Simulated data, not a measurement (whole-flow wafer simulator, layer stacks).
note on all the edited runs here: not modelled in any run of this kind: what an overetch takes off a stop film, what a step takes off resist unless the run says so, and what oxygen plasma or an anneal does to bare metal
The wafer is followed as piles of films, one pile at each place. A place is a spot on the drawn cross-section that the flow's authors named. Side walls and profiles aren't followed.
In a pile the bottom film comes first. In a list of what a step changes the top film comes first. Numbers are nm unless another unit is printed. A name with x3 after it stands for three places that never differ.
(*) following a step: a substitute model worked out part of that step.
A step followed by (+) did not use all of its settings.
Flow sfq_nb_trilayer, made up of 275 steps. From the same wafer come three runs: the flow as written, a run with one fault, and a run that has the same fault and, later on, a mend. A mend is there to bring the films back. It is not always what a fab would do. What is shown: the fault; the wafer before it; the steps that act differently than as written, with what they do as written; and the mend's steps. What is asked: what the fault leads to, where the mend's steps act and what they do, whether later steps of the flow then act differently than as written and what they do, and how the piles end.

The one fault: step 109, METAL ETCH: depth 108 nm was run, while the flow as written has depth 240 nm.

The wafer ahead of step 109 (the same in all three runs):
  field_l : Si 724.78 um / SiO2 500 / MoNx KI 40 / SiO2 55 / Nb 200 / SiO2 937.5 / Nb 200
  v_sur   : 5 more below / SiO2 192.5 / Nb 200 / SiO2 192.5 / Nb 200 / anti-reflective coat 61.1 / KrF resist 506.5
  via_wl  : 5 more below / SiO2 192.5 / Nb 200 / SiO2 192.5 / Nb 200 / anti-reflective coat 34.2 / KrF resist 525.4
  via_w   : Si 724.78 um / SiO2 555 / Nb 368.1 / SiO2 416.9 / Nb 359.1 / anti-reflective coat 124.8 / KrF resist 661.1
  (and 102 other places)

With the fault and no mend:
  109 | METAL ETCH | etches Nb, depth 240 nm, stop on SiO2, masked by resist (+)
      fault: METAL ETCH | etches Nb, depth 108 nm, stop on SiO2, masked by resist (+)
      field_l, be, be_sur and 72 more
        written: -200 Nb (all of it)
        fault: -108 Nb
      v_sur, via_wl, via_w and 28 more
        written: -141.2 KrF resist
        fault: -63.5 KrF resist
  Steps later in the flow that act otherwise than as written:
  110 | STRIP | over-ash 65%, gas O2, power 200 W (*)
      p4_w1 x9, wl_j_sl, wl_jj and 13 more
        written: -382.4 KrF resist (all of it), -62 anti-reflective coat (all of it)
        fault: -460 KrF resist (all of it), -62 anti-reflective coat (all of it)
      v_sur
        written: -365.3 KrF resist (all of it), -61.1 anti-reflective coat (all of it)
        fault: -443 KrF resist (all of it), -61.1 anti-reflective coat (all of it)
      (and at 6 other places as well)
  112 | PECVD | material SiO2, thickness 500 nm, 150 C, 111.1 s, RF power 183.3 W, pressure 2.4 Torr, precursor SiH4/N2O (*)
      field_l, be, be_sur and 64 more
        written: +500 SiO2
        fault: +500 SiO2 (new film)
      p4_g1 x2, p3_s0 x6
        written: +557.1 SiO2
        fault: +500 SiO2 (new film)
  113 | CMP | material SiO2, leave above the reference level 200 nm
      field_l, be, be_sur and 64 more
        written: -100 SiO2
        fault: -192 SiO2
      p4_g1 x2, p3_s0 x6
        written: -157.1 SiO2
        fault: -192 SiO2
  The piles end different from the flow's at field_l, be, be_sur and 72 more by more than 2% or 0.5 nm, whichever is larger.
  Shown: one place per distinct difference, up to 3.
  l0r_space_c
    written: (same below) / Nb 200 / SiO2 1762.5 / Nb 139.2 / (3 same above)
    fault: (same below) / Nb 200 / SiO2 977.5 / Nb 92 / SiO2 693 / Nb 139.2 / (3 same above)
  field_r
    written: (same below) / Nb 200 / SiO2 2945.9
    fault: (same below) / Nb 200 / SiO2 977.5 / Nb 92 / SiO2 1876.4
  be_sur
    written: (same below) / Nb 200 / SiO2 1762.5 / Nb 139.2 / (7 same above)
    fault: (same below) / Nb 200 / SiO2 977.5 / Nb 92 / SiO2 693 / Nb 139.2 / (7 same above)

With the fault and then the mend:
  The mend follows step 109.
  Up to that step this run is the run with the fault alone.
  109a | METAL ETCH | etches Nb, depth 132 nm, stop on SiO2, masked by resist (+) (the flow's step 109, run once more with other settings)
      field_l, be, be_sur and 72 more
        -92 Nb (all of it)
      v_sur, via_wl, via_w and 28 more
        -77.6 KrF resist
  Later steps of the flow that are run all act as written at every place that is followed.
  By the end, the piles equal the flow's at every place that both follow.
